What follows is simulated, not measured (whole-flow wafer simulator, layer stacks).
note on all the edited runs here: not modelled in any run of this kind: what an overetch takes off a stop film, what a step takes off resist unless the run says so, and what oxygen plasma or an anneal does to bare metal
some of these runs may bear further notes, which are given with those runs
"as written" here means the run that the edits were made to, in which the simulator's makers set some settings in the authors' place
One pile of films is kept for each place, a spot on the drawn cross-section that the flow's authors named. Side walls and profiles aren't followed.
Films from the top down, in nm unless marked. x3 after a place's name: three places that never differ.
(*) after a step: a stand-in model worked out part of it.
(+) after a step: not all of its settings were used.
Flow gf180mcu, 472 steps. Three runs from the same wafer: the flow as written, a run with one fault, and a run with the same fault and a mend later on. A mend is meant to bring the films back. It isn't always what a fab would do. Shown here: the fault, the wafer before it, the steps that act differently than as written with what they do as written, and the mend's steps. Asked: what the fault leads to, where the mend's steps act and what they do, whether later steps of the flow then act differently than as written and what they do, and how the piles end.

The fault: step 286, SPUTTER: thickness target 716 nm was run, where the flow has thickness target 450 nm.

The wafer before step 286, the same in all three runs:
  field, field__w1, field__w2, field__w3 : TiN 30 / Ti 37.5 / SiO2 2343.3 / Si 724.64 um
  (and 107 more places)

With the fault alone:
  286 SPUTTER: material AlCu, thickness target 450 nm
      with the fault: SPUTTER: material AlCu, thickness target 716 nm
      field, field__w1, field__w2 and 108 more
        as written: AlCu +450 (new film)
        with the fault: AlCu +716 (new film)
  Later steps of the flow that act differently than as written:
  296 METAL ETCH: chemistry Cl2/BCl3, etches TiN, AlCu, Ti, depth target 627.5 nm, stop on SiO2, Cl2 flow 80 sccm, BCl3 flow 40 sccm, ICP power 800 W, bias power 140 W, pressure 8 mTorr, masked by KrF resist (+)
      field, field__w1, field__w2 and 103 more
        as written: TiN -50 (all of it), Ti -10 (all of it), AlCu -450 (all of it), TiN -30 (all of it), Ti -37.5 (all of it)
        with the fault: TiN -50 (all of it), Ti -10 (all of it), AlCu -567.5
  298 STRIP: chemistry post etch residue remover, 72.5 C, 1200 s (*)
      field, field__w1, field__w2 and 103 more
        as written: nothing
        with the fault: AlCu -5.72
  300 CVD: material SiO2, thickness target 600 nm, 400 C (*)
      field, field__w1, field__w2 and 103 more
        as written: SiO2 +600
        with the fault: SiO2 +600 (new film)
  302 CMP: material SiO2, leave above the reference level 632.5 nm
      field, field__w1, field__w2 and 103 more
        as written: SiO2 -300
        with the fault: SiO2 -244.3
  At the end the piles differ from the flow's by more than 2% or 0.5 nm, whichever is larger, at field, field__w1, field__w2 and 109 more.
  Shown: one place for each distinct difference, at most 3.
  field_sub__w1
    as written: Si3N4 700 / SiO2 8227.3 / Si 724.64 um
    with the fault: Si3N4 700 / SiO2 5939.7 / AlCu 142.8 / TiN 30 / Ti 37.5 / SiO2 2343.2 / Si 724.64 um
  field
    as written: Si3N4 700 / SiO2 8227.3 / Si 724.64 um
    with the fault: Si3N4 700 / SiO2 5939.7 / AlCu 142.8 / TiN 30 / Ti 37.5 / SiO2 2343.3 / Si 724.64 um
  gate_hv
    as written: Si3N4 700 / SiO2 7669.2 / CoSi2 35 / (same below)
    with the fault: Si3N4 700 / SiO2 5939.7 / AlCu 142.8 / TiN 30 / Ti 37.5 / SiO2 1785.1 / CoSi2 35 / (same below)

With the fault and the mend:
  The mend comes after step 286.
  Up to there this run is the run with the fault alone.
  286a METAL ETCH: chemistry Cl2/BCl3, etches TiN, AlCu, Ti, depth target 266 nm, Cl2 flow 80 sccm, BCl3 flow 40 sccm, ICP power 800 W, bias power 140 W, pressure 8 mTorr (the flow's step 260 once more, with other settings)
      field, field__w1, field__w2 and 108 more
        AlCu -266
  No later step of the flow acts differently than as written at any place that is followed.
  At the end the piles are the same as the flow's at every place that both follow.
